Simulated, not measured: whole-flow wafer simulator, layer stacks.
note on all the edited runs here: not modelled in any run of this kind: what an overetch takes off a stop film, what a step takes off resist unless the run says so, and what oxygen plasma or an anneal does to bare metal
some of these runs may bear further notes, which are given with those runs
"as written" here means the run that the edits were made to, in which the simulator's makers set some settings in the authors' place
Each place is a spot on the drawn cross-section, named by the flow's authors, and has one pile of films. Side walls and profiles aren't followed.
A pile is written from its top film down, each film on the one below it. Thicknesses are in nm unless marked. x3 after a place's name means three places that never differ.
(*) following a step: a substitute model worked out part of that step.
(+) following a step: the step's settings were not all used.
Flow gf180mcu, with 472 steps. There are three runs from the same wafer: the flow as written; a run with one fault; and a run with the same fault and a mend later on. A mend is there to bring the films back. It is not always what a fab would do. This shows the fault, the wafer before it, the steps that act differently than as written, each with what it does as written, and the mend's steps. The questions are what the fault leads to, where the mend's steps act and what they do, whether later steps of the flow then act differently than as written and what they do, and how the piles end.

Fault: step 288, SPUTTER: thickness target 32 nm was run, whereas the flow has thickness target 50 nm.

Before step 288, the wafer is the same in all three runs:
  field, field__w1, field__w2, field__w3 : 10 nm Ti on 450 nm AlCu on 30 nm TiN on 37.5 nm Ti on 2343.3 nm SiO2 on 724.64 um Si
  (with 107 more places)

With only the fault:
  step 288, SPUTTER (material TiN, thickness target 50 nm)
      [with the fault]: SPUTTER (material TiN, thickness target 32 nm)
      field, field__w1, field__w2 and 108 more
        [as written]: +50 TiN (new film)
        [with the fault]: +32 TiN (new film)
  Steps further on in the flow that do not act as written (3 other steps are not shown; they differ only slightly, by no more than 2% or 0.5 nm, whichever is larger):
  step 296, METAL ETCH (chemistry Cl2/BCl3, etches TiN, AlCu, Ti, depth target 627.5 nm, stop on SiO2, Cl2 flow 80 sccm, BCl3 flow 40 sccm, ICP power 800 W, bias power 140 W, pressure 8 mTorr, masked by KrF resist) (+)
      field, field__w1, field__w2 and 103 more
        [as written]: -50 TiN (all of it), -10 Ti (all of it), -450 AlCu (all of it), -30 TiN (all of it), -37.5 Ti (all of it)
        [with the fault]: -32 TiN (all of it), -10 Ti (all of it), -450 AlCu (all of it), -30 TiN (all of it), -37.5 Ti (all of it)
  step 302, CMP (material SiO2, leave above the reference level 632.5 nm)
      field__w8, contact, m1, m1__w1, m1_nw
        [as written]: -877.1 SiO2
        [with the fault]: -859.1 SiO2
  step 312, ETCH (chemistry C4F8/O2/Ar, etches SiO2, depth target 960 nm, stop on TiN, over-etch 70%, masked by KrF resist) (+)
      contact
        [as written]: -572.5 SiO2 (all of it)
        [with the fault]: -590.5 SiO2 (all of it)
  By the end, the piles at field__w8, contact, m1, m1__w1, m1_nw depart from the flow's by more than 2% or 0.5 nm, whichever is larger.
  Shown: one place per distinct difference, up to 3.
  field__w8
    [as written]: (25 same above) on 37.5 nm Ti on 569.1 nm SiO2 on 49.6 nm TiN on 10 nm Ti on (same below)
    [with the fault]: (25 same above) on 37.5 nm Ti on 587.1 nm SiO2 on 31.6 nm TiN on 10 nm Ti on (same below)
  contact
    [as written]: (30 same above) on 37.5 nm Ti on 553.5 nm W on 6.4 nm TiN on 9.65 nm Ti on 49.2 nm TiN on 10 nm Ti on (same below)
    [with the fault]: (30 same above) on 37.5 nm Ti on 571.7 nm W on 6.34 nm TiN on 9.55 nm Ti on 31.2 nm TiN on 10 nm Ti on (same below)

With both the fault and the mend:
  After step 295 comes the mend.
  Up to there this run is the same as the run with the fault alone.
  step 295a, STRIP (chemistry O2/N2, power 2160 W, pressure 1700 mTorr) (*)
      field__w8, contact, m1, m1__w1, m1_nw
        -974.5 KrF resist (all of it)
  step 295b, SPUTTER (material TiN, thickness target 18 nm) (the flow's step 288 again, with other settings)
      field, field__w1, field__w2 and 108 more
        +18 TiN
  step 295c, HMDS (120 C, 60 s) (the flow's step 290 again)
      alters no film at any place that is followed
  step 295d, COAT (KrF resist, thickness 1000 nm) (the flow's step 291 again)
      field, field__w1, field__w2 and 108 more
        +1000 KrF resist (new film)
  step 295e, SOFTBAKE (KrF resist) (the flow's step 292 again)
      alters no film at any place that is followed
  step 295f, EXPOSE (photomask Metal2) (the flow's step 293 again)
      alters no film at any place that is followed
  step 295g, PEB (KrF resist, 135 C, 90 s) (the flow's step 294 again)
      field, field__w1, field__w2 and 108 more
        -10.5 KrF resist
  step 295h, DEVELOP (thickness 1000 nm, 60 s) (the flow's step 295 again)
      field, field__w1, field__w2 and 103 more
        -989.5 KrF resist (all of it)
      field__w8, contact, m1, m1__w1, m1_nw
        -14.9 KrF resist
  None of the later steps of the flow acts differently than as written at any place that is followed.
  At every place that both follow, the piles at the end match the flow's.
